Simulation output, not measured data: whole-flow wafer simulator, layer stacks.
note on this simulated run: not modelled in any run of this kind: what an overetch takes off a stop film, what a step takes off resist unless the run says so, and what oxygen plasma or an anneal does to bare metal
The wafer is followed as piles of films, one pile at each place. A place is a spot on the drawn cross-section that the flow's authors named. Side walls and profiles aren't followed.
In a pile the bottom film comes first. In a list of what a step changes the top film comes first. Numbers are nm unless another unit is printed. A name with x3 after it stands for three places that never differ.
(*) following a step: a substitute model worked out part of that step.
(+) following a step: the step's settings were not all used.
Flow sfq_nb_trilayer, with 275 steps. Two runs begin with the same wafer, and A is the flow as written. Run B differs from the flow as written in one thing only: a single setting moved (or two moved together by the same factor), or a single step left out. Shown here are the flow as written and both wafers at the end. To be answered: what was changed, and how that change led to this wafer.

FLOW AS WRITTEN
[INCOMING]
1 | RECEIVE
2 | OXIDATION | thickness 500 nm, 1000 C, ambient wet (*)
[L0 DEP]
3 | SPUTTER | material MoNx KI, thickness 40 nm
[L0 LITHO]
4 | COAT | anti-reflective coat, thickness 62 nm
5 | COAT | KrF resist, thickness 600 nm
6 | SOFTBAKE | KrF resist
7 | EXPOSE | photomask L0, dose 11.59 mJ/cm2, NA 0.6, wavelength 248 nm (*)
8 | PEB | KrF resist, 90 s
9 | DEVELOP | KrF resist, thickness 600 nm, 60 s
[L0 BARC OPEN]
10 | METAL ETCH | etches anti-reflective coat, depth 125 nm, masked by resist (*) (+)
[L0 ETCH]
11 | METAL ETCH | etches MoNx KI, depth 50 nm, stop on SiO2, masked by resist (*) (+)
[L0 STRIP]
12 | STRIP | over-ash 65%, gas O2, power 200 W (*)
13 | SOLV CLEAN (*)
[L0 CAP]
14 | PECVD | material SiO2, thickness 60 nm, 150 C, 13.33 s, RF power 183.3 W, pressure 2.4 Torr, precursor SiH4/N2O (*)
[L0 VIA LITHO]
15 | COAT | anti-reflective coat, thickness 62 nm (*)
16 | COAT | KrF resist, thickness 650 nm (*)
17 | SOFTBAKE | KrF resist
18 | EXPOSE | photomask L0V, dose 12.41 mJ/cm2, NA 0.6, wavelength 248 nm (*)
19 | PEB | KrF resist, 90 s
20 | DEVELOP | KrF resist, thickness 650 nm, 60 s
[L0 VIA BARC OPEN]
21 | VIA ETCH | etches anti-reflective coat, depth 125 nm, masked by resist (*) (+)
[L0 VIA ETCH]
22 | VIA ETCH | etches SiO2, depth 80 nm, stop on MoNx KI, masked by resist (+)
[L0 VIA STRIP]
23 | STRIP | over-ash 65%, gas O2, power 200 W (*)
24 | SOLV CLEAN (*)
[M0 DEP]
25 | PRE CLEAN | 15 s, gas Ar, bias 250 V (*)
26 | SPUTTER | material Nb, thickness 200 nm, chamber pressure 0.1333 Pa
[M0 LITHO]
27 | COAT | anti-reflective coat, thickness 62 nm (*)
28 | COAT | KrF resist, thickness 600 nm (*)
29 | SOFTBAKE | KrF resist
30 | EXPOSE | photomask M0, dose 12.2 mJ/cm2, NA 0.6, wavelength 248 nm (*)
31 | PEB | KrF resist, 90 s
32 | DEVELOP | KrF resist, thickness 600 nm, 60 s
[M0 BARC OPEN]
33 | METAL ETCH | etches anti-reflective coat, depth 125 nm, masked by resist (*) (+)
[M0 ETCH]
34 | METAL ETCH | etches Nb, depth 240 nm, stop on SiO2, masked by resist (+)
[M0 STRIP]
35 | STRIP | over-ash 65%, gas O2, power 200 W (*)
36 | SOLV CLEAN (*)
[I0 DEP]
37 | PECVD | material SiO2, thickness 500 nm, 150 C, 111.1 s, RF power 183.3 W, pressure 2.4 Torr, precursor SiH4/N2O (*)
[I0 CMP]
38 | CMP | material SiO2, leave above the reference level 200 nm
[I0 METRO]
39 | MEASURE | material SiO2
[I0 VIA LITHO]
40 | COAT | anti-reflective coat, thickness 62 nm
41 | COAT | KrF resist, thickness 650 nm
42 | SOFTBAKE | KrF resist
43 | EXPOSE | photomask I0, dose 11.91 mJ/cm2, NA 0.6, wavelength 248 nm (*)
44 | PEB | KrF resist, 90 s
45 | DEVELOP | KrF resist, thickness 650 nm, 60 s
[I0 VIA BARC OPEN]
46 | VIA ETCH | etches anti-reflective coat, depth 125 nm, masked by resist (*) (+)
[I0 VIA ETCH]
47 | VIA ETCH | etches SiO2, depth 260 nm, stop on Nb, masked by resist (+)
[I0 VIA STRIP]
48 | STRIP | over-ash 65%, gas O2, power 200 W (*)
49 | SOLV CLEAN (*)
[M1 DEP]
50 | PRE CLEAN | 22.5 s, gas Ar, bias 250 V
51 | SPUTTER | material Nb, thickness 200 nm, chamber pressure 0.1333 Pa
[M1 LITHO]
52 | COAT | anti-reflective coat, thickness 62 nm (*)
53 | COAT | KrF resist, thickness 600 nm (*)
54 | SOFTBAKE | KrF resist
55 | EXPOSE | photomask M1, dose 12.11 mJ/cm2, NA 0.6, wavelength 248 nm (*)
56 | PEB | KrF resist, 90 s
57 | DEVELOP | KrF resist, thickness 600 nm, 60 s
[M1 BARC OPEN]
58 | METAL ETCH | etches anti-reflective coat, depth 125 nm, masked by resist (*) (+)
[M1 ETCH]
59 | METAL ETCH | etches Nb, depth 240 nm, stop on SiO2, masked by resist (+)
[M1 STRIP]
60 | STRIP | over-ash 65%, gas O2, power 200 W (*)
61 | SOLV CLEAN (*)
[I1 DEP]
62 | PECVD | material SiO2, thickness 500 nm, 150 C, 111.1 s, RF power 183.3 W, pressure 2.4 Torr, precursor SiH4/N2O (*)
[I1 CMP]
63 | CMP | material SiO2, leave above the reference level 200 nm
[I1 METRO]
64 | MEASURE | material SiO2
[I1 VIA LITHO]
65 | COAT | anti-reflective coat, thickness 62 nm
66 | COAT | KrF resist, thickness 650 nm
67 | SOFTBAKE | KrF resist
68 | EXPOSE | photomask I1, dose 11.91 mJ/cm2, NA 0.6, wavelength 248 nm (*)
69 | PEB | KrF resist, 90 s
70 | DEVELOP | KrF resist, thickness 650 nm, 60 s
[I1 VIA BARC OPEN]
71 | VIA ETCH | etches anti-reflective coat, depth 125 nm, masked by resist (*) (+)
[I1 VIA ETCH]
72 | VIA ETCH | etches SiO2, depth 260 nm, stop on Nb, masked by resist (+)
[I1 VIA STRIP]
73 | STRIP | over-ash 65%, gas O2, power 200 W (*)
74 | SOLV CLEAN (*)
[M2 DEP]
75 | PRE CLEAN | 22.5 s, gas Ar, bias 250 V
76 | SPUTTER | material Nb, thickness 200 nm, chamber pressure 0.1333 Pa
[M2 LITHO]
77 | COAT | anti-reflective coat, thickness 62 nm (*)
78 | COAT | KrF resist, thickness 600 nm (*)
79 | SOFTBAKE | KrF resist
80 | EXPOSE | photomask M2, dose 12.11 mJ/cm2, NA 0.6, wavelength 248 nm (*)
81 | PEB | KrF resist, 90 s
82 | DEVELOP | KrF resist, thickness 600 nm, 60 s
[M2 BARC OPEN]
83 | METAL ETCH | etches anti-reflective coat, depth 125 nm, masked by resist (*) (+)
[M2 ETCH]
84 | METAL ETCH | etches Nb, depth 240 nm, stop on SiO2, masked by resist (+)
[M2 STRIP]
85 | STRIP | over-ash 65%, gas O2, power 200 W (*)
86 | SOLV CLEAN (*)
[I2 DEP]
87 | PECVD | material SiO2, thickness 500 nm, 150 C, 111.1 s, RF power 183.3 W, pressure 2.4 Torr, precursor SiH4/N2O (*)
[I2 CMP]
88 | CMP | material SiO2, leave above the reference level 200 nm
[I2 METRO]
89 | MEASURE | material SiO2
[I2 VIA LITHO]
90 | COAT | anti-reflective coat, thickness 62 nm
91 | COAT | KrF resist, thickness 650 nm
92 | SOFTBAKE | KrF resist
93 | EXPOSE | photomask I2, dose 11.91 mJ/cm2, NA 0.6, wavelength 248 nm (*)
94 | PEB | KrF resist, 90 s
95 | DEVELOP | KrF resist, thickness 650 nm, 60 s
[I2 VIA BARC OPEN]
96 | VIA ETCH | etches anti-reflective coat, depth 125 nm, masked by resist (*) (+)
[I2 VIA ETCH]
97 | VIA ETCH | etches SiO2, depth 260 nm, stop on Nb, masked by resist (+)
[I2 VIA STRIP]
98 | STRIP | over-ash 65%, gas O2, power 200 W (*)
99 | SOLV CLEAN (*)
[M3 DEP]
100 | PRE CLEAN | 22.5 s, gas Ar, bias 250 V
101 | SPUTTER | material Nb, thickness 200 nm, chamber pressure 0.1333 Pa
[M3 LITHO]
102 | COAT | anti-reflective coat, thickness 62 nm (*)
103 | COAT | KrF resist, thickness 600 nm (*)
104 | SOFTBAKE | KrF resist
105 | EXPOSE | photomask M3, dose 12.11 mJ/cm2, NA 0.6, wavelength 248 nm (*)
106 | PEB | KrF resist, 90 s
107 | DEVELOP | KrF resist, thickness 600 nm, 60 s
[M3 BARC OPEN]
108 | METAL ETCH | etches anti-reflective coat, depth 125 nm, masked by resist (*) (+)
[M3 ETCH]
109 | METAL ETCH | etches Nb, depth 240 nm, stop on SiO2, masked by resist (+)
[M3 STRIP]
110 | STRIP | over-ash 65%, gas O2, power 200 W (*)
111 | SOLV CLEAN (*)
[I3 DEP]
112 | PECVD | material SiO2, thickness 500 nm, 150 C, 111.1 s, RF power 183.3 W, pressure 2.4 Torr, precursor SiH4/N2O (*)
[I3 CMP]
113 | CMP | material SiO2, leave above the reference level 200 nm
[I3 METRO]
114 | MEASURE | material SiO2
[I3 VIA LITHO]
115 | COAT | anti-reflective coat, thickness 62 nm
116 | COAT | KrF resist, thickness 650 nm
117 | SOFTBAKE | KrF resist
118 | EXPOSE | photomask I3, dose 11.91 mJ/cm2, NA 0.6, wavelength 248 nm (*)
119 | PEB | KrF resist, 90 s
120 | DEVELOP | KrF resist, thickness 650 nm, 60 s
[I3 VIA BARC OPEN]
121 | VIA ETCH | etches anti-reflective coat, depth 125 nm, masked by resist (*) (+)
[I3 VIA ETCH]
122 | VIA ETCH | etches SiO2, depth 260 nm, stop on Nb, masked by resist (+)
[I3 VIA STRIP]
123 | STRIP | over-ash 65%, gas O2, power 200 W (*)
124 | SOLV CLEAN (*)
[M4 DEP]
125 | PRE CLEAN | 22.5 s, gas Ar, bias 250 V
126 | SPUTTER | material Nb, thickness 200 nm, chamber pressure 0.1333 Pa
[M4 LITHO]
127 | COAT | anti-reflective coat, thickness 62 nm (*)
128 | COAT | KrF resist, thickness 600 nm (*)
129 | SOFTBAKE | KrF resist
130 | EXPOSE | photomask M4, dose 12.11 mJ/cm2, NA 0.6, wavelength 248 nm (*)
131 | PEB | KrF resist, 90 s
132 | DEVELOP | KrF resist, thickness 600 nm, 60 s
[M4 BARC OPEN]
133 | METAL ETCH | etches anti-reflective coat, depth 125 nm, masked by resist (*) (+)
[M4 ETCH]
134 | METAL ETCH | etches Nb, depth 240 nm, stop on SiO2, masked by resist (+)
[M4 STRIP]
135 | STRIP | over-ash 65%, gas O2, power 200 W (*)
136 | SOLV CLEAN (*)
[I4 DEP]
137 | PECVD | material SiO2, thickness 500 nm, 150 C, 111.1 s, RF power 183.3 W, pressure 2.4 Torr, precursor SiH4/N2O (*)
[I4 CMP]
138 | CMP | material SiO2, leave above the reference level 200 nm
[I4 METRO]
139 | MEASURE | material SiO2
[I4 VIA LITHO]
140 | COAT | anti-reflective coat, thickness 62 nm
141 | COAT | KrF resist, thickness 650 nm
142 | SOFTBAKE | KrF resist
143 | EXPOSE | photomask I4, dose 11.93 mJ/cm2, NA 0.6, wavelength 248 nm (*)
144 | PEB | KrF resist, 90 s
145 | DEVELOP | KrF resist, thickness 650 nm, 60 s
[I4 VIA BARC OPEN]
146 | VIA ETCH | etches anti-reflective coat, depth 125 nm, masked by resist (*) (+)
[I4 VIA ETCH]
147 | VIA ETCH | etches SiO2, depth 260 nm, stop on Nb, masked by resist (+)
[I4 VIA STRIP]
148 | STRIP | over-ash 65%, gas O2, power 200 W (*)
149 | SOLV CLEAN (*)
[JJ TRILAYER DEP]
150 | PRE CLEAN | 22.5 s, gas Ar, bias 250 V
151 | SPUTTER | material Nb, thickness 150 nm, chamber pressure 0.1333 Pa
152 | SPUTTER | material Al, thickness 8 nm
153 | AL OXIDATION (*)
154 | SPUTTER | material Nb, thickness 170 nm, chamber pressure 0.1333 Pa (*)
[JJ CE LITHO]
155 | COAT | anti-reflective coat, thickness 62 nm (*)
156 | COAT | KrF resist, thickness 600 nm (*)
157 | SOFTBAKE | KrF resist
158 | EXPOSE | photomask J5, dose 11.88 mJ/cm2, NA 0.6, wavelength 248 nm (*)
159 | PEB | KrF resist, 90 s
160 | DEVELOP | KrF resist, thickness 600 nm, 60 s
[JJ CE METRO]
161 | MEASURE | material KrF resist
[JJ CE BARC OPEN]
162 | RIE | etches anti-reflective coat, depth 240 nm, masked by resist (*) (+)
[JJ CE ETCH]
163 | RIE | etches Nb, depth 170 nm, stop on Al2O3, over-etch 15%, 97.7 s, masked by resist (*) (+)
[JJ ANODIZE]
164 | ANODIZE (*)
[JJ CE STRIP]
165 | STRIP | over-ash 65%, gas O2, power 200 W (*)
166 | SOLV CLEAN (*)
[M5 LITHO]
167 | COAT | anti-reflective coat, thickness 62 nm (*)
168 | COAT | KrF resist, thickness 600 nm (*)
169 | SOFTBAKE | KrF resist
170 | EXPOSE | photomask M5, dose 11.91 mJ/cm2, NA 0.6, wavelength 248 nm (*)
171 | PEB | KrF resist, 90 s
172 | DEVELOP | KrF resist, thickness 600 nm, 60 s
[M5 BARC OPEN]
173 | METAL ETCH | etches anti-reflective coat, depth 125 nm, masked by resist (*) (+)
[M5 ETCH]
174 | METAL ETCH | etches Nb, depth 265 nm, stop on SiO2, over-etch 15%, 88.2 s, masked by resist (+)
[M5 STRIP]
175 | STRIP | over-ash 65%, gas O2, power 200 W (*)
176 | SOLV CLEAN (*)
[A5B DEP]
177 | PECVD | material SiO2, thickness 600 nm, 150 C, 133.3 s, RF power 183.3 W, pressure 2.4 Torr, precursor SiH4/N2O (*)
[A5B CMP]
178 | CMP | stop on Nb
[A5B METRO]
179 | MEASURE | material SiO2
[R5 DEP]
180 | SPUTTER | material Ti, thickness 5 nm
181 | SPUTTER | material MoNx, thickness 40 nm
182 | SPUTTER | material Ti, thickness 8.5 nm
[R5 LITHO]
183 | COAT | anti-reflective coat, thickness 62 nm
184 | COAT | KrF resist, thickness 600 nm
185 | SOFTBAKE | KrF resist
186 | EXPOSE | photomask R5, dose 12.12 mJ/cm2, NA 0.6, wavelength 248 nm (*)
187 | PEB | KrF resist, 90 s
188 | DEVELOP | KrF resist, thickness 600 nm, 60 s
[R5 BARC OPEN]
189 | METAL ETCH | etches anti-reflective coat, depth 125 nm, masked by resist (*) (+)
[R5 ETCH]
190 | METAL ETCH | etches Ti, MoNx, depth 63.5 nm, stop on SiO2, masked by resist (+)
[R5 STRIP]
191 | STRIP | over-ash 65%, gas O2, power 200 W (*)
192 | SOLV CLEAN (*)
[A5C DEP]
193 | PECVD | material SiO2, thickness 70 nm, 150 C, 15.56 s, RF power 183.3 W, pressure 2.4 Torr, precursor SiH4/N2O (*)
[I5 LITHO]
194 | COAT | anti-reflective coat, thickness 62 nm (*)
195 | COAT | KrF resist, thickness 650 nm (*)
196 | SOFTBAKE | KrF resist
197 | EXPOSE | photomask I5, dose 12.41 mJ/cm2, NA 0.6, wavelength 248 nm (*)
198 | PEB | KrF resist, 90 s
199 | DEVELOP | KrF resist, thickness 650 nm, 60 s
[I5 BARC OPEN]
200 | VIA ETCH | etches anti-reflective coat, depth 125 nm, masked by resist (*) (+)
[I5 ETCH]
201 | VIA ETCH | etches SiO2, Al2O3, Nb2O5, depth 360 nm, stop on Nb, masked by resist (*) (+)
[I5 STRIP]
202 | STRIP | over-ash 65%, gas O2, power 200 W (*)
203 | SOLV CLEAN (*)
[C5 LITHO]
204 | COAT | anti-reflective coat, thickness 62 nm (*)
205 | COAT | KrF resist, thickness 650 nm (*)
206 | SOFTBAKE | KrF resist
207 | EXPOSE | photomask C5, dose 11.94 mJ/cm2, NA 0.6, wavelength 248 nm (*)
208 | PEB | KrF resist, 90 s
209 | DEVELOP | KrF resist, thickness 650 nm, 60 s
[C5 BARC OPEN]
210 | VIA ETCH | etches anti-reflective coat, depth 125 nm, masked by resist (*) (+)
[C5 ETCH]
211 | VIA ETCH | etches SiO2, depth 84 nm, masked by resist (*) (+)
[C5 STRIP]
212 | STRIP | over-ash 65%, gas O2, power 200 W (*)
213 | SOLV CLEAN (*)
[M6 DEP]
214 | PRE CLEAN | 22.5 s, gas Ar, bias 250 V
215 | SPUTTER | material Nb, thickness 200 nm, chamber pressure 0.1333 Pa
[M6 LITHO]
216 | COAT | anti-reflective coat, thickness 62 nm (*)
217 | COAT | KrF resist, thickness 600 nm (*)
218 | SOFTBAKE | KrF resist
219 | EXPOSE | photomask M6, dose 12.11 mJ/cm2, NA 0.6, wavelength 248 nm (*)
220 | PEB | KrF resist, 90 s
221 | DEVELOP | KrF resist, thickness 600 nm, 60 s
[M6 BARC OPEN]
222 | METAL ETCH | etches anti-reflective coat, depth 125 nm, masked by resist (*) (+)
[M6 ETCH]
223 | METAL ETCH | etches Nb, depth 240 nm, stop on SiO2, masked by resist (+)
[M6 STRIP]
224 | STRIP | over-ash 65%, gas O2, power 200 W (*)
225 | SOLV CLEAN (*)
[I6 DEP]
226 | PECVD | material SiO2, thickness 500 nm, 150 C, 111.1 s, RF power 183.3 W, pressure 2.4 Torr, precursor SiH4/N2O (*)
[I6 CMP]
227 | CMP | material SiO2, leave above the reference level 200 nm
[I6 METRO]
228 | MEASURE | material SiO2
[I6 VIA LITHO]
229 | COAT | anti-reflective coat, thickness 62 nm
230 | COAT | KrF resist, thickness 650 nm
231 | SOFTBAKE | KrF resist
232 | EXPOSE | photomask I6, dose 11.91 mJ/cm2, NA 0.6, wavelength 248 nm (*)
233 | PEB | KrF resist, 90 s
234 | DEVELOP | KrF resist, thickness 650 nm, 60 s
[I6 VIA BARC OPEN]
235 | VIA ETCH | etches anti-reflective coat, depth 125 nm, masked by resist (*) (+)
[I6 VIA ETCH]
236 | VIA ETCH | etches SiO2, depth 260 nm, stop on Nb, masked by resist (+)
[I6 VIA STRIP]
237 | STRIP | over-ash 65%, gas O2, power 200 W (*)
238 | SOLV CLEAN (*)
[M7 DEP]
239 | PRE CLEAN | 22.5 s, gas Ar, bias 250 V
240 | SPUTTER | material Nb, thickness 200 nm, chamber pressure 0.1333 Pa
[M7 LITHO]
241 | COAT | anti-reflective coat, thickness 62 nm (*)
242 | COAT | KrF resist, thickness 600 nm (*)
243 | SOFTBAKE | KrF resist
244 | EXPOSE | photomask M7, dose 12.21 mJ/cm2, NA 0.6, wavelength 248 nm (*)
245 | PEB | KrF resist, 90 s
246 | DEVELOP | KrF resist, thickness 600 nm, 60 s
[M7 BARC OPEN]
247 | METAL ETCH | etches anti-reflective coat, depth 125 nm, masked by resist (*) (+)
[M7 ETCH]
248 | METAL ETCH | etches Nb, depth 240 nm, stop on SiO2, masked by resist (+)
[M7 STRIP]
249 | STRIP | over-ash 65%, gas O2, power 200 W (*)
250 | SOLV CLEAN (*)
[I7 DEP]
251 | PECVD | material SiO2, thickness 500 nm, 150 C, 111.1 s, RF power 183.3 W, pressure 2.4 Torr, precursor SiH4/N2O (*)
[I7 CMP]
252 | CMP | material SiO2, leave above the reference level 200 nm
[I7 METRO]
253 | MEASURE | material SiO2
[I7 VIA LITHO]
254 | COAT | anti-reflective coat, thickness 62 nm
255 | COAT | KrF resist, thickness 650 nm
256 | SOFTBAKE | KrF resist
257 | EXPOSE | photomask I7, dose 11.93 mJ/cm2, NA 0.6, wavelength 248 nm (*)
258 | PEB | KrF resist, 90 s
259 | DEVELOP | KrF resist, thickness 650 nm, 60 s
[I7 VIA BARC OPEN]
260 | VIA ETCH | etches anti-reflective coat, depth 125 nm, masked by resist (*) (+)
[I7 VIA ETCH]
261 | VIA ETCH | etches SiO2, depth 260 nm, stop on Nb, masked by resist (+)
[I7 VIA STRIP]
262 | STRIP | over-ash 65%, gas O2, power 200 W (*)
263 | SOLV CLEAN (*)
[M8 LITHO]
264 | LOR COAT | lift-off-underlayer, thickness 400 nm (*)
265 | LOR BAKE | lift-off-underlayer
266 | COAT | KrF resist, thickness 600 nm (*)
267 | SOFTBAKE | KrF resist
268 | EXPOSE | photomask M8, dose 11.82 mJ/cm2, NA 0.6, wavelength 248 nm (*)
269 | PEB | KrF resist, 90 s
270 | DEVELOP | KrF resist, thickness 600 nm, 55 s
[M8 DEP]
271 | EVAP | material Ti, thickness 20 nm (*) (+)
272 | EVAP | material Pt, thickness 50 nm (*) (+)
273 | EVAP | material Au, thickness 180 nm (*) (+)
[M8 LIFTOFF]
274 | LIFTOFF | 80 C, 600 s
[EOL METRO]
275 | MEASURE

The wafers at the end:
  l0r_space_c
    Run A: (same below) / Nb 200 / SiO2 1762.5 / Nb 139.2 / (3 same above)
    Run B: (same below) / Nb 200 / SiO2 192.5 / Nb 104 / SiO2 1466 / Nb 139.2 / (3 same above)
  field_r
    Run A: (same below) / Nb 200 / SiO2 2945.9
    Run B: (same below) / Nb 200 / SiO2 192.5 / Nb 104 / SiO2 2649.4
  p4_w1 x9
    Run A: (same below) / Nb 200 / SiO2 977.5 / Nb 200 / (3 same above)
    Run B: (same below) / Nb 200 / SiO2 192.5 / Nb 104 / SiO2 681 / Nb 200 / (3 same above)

The reason: step 59, METAL ETCH: depth 96 nm was run, whereas the flow has depth 240 nm.

Step by step, how the change led to this:
  59 | METAL ETCH | etches Nb, depth 240 nm, stop on SiO2, masked by resist (+)
      field_l, be, be_sur and 79 more: A Nb loses 200 (all of it) | B Nb loses 96
      v_sur, via_wl, via_w and 21 more: A KrF resist loses 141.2 | B KrF resist loses 56.5
  60 | STRIP | over-ash 65%, gas O2, power 200 W (*)
      wl_j_sl, wl_jj, wl_j_sr and 13 more: A KrF resist loses 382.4 (all of it), anti-reflective coat loses 62 (all of it) | B KrF resist loses 467.1 (all of it), anti-reflective coat loses 62 (all of it)
      v_sur: A KrF resist loses 365.9 (all of it), anti-reflective coat loses 61.1 (all of it) | B KrF resist loses 450.6 (all of it), anti-reflective coat loses 61.1 (all of it)
      (and at 7 other places as well)
  62 | PECVD | material SiO2, thickness 500 nm, 150 C, 111.1 s, RF power 183.3 W, pressure 2.4 Torr, precursor SiH4/N2O (*)
      field_l, be, be_sur and 72 more: A SiO2 gains 500 | B SiO2 gains 500 (new film)
      lsp_m, ln_m6, lsp_r, l0_sur, l0v: A SiO2 gains 494.9 | B SiO2 gains 500 (new film)
      (and at 2 other places as well)
  63 | CMP | material SiO2, leave above the reference level 200 nm
      field_l, be, be_sur and 72 more: A SiO2 loses 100 | B SiO2 loses 204
      lsp_m, ln_m6, lsp_r, l0_sur, l0v: A SiO2 loses 94.9 | B SiO2 loses 204
      (and at 2 other places as well)
If metal films that touch count as one body, l0r_space_c has 3 bodies (between them, from the top down: SiO2 1466; SiO2 192.5); the flow as written gives 2 bodies (between them, from the top down: SiO2 1762.5).
If metal films that touch count as one body, field_r has 2 bodies (between them, from the top down: SiO2 192.5); the flow as written gives 1 body.
If metal films that touch count as one body, p4_w1 x9 has 4 bodies (between them, from the top down: SiO2 192.5; SiO2 681; SiO2 192.5); the flow as written gives 3 bodies (between them, from the top down: SiO2 192.5; SiO2 977.5).
